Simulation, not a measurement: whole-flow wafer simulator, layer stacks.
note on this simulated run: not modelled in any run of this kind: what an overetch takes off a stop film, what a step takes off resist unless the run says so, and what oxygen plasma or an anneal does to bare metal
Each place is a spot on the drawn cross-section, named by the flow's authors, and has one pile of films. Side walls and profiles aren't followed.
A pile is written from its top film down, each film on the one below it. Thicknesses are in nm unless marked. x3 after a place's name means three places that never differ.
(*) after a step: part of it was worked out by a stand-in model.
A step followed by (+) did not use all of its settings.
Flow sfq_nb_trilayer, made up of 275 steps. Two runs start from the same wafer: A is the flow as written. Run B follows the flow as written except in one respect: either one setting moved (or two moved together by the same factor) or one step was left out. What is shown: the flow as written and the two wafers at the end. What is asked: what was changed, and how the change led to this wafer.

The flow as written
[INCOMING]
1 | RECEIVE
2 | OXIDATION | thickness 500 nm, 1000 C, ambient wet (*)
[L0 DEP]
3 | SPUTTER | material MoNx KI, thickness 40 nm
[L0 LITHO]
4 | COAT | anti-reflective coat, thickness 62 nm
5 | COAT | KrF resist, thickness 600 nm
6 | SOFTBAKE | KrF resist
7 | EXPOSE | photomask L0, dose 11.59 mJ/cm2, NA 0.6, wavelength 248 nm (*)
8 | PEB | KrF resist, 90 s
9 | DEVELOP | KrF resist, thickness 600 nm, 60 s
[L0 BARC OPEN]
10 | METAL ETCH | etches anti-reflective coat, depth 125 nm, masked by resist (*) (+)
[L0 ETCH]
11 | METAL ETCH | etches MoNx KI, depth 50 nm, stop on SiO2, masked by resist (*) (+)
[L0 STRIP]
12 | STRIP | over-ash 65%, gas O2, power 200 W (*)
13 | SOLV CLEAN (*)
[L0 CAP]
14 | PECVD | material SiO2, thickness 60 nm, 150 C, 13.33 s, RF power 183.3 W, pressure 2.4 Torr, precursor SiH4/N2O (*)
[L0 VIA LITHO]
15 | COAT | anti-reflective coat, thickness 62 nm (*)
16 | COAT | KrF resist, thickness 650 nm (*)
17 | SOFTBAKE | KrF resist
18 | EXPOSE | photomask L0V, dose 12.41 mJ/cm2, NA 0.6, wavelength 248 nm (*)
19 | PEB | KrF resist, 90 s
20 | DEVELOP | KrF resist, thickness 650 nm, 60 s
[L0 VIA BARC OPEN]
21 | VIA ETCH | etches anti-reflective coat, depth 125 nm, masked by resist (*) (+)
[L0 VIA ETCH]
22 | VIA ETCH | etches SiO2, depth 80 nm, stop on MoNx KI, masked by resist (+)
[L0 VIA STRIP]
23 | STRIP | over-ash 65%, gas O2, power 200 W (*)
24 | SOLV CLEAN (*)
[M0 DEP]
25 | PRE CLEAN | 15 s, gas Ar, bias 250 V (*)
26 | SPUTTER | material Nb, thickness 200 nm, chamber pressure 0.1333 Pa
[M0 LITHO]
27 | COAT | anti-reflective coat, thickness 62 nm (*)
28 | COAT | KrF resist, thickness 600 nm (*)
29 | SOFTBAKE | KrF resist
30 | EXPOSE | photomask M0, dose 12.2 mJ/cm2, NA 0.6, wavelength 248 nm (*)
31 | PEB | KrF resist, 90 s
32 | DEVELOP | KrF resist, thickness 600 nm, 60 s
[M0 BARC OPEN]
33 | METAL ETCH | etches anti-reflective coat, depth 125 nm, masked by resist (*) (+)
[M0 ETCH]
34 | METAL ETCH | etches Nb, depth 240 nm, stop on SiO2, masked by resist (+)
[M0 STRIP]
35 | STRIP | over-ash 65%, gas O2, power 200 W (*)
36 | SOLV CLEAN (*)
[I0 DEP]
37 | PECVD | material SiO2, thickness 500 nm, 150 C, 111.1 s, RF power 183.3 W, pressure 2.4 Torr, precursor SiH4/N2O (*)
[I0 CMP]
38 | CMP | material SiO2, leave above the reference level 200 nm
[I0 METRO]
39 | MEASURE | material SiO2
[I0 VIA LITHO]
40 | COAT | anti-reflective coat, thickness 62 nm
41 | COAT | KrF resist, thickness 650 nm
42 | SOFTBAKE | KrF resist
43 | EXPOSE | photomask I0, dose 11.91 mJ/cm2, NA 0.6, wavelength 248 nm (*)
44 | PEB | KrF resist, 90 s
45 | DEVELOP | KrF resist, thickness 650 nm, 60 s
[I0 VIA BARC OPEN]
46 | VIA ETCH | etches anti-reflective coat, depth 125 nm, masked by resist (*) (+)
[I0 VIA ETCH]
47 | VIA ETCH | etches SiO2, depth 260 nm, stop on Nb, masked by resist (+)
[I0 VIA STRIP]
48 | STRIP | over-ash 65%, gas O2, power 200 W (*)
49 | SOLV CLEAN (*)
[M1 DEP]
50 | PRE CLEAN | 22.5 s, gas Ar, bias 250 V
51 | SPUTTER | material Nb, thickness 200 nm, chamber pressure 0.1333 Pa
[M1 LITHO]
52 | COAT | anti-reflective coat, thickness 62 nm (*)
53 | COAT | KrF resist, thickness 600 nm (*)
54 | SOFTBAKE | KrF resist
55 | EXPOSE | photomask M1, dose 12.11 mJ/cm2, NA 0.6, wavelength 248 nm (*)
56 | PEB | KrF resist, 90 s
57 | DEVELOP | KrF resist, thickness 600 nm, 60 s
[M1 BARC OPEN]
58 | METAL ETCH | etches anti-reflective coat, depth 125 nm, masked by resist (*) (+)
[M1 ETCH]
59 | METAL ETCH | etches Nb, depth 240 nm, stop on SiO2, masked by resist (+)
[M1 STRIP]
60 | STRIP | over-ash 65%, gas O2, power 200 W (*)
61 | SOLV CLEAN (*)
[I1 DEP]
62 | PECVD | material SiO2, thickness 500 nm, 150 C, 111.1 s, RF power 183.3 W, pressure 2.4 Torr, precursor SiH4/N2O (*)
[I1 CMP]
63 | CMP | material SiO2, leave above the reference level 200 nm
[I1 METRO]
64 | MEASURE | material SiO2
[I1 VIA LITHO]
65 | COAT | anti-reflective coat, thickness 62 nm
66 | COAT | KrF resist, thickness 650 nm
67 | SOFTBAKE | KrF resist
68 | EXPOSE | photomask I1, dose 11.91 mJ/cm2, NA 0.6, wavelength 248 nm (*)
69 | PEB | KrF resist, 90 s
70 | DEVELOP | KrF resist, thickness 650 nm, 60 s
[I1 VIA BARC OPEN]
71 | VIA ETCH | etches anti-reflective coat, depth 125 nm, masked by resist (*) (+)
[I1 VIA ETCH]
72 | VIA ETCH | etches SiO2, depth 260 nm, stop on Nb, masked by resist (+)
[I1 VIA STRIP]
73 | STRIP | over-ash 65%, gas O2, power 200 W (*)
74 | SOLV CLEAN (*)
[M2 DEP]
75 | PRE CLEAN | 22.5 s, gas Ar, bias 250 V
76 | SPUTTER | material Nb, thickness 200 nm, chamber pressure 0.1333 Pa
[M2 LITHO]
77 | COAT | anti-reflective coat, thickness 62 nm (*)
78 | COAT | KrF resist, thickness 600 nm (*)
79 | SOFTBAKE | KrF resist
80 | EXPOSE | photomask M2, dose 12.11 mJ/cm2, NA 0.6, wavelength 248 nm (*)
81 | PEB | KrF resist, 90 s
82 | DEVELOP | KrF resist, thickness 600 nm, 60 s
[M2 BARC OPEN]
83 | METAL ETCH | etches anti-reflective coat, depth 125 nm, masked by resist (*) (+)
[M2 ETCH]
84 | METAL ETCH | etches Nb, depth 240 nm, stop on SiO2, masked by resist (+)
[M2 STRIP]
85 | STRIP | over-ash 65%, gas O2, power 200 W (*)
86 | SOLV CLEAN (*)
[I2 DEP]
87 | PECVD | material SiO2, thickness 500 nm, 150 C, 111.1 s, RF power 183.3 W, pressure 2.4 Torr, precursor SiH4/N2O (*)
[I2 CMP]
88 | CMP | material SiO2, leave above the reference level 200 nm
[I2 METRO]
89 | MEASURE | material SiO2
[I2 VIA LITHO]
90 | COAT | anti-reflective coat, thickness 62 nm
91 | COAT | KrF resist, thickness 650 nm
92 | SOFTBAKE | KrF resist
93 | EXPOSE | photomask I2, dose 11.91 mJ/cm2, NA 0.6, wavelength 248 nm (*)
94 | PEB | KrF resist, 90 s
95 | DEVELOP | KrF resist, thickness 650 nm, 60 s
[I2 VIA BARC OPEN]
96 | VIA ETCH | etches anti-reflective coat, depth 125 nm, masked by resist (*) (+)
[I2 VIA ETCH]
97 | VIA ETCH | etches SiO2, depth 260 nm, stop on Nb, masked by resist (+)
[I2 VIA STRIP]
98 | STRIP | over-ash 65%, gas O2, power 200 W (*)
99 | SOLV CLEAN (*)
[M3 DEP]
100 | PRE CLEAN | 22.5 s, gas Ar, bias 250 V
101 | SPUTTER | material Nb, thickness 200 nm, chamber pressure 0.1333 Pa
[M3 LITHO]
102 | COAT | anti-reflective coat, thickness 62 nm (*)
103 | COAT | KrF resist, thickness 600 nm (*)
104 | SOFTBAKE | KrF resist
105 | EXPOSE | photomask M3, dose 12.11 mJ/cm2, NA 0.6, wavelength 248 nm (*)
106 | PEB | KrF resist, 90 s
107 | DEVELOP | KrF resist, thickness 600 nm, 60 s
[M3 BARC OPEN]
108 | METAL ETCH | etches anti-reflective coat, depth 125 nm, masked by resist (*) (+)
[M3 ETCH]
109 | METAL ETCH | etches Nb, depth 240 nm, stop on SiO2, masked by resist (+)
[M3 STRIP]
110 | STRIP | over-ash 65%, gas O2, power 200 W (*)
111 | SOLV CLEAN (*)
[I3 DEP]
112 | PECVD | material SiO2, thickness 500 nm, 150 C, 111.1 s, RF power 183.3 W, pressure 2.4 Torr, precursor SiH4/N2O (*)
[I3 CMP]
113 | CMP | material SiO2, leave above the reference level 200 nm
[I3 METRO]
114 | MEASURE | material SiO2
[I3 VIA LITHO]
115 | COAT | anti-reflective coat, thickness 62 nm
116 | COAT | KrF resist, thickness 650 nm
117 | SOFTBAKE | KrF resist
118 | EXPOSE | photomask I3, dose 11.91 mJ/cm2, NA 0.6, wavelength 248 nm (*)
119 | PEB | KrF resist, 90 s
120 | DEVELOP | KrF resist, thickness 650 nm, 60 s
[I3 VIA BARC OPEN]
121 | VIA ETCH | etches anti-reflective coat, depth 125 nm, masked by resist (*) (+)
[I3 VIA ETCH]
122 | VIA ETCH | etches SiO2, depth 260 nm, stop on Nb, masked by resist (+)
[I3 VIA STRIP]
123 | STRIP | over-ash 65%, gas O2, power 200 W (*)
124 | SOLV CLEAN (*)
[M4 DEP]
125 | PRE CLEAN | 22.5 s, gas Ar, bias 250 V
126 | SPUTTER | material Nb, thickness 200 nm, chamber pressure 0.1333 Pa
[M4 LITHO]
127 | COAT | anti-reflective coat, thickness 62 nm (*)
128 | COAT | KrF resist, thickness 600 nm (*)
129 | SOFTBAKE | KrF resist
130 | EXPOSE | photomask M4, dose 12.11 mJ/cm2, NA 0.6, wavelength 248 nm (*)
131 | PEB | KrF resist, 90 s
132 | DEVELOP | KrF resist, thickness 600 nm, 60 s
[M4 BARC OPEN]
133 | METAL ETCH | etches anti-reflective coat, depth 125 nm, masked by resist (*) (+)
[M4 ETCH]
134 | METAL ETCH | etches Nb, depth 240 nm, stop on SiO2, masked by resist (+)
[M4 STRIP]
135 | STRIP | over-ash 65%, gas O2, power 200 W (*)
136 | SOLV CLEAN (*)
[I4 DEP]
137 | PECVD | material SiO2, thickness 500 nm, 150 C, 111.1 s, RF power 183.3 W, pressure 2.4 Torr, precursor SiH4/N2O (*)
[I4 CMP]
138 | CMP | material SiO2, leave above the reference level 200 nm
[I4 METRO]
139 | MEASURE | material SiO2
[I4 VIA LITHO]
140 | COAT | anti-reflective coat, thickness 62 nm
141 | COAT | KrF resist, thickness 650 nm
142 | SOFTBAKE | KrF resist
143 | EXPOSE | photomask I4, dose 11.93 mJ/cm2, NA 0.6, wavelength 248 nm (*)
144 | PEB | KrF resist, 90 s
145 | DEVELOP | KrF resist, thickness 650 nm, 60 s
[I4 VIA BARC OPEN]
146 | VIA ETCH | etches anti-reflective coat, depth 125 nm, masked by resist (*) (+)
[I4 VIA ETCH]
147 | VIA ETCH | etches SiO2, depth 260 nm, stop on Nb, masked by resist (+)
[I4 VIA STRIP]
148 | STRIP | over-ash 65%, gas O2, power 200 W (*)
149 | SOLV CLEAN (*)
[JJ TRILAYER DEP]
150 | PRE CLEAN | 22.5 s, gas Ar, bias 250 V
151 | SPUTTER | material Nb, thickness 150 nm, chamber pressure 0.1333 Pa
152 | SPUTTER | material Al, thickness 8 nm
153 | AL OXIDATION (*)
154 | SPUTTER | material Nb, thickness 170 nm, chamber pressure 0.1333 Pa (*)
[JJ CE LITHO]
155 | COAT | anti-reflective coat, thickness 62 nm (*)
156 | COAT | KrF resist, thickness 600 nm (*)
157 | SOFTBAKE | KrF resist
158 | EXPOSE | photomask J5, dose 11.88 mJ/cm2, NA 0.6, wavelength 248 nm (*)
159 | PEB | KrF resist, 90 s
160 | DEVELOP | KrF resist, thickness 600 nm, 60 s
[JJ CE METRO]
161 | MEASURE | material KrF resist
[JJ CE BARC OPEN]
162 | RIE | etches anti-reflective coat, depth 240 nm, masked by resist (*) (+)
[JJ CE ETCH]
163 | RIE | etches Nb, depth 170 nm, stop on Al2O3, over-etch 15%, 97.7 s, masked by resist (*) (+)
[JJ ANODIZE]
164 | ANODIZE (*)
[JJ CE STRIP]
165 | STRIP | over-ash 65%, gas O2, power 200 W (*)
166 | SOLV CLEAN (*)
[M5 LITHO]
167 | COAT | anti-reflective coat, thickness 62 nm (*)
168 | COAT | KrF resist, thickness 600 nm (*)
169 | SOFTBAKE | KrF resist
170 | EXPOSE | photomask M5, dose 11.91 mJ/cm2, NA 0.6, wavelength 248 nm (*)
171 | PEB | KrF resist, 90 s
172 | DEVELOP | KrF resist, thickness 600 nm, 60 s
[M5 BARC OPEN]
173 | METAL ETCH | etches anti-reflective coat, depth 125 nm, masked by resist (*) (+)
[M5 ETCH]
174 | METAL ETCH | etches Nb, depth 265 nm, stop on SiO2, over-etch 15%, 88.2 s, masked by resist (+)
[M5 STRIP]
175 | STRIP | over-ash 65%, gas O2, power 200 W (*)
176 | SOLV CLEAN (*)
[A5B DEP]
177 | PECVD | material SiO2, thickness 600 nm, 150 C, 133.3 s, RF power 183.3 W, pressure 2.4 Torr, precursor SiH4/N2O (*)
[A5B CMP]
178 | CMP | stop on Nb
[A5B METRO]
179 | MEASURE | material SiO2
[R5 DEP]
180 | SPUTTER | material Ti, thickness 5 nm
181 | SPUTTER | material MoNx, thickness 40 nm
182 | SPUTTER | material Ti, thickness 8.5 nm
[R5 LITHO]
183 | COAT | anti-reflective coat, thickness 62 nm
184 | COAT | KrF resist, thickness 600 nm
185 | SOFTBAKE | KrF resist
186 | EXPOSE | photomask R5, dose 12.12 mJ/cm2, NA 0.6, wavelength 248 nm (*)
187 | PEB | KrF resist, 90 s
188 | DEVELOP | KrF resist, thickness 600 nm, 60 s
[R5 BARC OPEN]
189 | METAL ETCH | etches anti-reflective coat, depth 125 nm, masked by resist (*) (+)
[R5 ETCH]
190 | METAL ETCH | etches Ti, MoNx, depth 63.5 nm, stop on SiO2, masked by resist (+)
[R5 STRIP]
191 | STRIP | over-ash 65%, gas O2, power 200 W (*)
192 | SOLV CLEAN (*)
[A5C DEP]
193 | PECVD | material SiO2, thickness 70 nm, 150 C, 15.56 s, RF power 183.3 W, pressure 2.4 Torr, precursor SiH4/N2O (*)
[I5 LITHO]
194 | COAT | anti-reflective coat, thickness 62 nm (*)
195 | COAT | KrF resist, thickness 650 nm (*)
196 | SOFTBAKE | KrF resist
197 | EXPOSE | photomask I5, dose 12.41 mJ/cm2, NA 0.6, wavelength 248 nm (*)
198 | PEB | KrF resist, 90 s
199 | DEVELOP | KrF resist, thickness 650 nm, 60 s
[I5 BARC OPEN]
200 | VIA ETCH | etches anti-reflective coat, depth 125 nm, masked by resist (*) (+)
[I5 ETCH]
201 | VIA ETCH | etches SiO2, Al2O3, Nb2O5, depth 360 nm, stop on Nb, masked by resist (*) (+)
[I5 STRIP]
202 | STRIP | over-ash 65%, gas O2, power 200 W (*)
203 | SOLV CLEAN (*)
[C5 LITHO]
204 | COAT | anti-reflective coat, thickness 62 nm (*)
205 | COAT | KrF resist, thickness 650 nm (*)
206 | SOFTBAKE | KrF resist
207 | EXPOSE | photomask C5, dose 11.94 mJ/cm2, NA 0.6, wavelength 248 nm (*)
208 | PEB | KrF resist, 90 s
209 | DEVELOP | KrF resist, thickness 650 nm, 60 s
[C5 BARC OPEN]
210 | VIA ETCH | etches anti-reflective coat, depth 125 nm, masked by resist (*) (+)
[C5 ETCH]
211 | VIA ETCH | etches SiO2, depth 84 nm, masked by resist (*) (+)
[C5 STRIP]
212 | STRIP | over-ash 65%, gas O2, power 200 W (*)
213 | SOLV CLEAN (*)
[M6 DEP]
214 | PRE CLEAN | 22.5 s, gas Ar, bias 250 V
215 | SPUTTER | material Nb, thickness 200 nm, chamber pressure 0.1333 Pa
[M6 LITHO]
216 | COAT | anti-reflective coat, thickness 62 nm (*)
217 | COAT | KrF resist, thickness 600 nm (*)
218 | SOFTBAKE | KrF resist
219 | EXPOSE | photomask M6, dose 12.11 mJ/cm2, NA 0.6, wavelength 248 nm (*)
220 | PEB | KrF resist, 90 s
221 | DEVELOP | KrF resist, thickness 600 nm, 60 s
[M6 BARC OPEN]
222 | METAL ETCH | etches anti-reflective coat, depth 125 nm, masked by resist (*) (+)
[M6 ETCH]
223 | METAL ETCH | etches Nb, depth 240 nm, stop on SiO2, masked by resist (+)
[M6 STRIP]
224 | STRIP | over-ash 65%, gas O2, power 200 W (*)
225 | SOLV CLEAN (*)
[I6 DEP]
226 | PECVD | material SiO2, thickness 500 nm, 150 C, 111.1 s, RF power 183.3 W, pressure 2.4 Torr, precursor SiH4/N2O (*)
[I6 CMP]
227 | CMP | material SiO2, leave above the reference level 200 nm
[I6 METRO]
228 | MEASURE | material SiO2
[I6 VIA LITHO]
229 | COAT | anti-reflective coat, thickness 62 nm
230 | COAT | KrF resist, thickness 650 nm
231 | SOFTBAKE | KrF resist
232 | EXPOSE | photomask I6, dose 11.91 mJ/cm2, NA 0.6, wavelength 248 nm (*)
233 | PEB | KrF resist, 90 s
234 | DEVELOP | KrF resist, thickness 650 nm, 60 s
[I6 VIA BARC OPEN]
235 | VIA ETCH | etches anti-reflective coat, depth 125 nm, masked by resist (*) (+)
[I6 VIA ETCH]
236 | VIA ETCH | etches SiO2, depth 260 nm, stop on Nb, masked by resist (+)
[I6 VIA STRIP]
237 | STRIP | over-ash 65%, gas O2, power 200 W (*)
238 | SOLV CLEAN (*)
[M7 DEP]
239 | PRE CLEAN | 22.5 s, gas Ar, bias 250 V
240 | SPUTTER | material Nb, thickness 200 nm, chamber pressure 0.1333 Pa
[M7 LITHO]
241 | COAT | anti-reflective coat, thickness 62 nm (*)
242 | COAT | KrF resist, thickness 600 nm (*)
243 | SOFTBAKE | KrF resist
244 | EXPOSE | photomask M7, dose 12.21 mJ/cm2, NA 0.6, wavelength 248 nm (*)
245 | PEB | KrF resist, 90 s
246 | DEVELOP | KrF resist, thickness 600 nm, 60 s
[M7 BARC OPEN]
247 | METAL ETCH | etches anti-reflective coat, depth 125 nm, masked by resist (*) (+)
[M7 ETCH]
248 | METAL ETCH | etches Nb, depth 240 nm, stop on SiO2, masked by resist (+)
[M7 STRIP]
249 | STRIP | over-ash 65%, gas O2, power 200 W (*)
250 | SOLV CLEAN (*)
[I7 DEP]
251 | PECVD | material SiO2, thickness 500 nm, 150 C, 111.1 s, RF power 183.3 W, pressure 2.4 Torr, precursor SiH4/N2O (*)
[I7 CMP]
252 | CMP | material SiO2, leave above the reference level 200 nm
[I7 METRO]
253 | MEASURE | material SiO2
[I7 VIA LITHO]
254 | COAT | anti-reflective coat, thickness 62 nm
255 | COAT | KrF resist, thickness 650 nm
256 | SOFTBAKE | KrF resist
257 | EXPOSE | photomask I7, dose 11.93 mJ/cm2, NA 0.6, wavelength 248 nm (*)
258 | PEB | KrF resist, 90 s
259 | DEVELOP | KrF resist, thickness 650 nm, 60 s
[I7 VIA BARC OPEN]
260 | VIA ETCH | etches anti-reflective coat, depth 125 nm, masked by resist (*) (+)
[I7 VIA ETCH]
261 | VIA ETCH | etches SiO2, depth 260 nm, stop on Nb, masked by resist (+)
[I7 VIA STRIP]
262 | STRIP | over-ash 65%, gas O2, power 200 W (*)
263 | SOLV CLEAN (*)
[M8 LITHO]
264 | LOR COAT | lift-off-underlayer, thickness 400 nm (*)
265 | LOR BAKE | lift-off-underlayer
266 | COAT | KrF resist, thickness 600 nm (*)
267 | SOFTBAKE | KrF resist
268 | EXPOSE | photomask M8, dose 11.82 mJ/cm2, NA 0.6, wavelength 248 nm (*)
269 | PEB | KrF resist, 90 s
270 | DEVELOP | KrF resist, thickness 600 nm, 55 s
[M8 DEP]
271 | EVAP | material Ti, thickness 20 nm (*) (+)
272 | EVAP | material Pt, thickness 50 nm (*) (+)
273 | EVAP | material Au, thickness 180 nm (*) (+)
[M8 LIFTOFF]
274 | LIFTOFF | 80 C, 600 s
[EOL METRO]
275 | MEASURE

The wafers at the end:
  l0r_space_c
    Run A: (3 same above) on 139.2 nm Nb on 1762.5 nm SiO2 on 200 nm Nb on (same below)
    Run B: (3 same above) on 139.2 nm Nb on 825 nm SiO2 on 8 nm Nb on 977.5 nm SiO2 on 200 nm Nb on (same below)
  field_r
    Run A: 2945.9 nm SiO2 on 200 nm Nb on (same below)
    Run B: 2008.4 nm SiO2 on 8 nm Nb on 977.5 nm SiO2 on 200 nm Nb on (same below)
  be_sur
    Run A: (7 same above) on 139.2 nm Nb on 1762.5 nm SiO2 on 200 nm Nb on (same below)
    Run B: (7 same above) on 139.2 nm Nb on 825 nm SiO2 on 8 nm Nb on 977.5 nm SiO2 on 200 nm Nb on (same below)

What caused this: step 101, SPUTTER: thickness 248 nm was run, whereas the flow has thickness 200 nm.

Step by step, how the change led to this:
  101 | SPUTTER | material Nb, thickness 200 nm, chamber pressure 0.1333 Pa
      field_l, v_sur, via_wl and 102 more: A Nb gains 200 (new film) | B Nb gains 248 (new film)
      via_w: A Nb gains 165.5 | B Nb gains 205.8
  102 | COAT | anti-reflective coat, thickness 62 nm (*)
      via_wl, via_wr: A anti-reflective coat gains 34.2 (new film) | B anti-reflective coat gains 32.9 (new film)
  109 | METAL ETCH | etches Nb, depth 240 nm, stop on SiO2, masked by resist (+)
      field_l, be, be_sur and 72 more: A Nb loses 200 (all of it) | B Nb loses 240
  110 | STRIP | over-ash 65%, gas O2, power 200 W (*)
      via_wl, via_wr: A KrF resist loses 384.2 (all of it), anti-reflective coat loses 34.2 (all of it) | B KrF resist loses 384.3 (all of it), anti-reflective coat loses 32.9 (all of it)
  112 | PECVD | material SiO2, thickness 500 nm, 150 C, 111.1 s, RF power 183.3 W, pressure 2.4 Torr, precursor SiH4/N2O (*)
      field_l, be, be_sur and 64 more: A SiO2 gains 500 | B SiO2 gains 500 (new film)
      p4_g1 x2, p3_s0 x6: A SiO2 gains 557.1 | B SiO2 gains 597.1 (new film)
      (as well as at 1 more place)
  113 | CMP | material SiO2, leave above the reference level 200 nm
      field_l, be, be_sur and 64 more: A SiO2 loses 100 | B SiO2 loses 60
      via_w: A SiO2 loses 181.6 | B SiO2 loses 157.1
Taking metal films that touch as one body, l0r_space_c has 3 bodies (between them, from the top down: SiO2 825; SiO2 977.5); the flow as written gives 2 bodies (between them, from the top down: SiO2 1762.5).
Taking metal films that touch as one body, field_r has 2 bodies (between them, from the top down: SiO2 977.5); the flow as written gives 1 body.
Taking metal films that touch as one body, be_sur has 5 bodies (between them, from the top down: SiO2 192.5; SiO2 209 / Al2O3 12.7 / Nb2O5 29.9; SiO2 825; SiO2 977.5); the flow as written gives 4 bodies (between them, from the top down: SiO2 192.5; SiO2 209 / Al2O3 12.7 / Nb2O5 29.9; SiO2 1762.5).
